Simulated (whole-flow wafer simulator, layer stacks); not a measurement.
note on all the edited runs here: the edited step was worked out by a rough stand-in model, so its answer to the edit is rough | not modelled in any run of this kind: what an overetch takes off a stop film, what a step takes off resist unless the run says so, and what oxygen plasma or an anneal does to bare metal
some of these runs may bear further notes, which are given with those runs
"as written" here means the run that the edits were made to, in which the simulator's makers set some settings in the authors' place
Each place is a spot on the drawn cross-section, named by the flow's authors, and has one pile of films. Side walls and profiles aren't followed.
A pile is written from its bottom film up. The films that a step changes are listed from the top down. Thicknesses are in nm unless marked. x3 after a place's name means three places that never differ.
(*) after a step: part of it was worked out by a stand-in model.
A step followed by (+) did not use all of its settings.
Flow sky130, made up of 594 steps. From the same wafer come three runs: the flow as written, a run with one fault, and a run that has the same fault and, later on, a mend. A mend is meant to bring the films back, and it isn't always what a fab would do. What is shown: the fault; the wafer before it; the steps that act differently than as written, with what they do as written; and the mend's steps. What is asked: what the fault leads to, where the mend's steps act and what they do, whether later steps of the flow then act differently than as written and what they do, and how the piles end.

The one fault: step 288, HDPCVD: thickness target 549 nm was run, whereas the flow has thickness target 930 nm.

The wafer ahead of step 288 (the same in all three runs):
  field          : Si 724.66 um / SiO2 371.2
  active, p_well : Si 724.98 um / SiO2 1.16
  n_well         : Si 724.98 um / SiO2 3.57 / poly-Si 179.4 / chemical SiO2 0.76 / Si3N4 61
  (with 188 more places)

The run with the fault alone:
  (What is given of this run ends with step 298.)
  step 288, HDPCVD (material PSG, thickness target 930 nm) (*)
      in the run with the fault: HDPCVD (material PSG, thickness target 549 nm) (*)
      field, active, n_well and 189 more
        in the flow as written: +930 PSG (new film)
        in the run with the fault: +549 PSG (new film)
  Steps further on in the flow that do not act as written (1 more step, not shown, differs only slightly: by at most 2% or 0.5 nm, whichever is larger):
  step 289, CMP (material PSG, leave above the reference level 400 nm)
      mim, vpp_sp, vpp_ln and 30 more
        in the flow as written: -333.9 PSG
        in the run with the fault: nothing
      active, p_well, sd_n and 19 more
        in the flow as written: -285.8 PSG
        in the run with the fault: nothing
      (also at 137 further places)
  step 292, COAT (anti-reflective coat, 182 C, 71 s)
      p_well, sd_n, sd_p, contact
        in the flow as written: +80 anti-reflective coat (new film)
        in the run with the fault: +126.5 anti-reflective coat (new film)
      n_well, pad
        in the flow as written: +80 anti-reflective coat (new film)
        in the run with the fault: +31.4 anti-reflective coat (new film)
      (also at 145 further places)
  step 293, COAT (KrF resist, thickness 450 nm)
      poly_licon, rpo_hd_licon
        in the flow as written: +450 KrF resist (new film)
        in the run with the fault: +439.9 KrF resist (new film)
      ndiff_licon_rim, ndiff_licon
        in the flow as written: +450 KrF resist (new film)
        in the run with the fault: +459.5 KrF resist (new film)
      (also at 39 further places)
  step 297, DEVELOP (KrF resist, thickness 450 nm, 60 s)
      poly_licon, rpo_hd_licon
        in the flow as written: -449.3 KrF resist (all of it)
        in the run with the fault: -439.3 KrF resist (all of it)
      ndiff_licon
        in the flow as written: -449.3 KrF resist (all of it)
        in the run with the fault: -458.8 KrF resist (all of it)
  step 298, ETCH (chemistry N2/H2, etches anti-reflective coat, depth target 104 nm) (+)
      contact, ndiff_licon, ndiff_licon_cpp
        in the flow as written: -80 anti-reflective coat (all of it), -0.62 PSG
        in the run with the fault: -104 anti-reflective coat
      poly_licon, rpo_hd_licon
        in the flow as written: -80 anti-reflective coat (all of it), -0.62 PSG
        in the run with the fault: -58.7 anti-reflective coat (all of it), -1.16 PSG
  Once step 298 is done, the piles at field, active, n_well and 172 more depart from the flow's by more than 2% or 0.5 nm, whichever is larger.
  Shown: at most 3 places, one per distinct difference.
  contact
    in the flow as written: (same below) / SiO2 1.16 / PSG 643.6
    in the run with the fault: (same below) / SiO2 1.16 / PSG 549 / anti-reflective coat 22.5
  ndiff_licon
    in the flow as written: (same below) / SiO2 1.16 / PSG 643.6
    in the run with the fault: (same below) / SiO2 1.16 / PSG 549 / anti-reflective coat 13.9
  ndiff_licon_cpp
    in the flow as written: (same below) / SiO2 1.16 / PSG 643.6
    in the run with the fault: (same below) / SiO2 1.16 / PSG 549 / anti-reflective coat 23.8

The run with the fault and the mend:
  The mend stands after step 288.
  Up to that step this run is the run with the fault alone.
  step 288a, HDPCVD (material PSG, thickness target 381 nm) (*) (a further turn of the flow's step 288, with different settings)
      field, active, n_well and 189 more
        +381 PSG
  Every later step of the flow that is run acts as written, at every place that is followed, to within 2% or 0.5 nm, whichever is larger.
  The piles end only slightly different from the flow's at the places that both follow, by no more than 2% or 0.5 nm, whichever is larger.
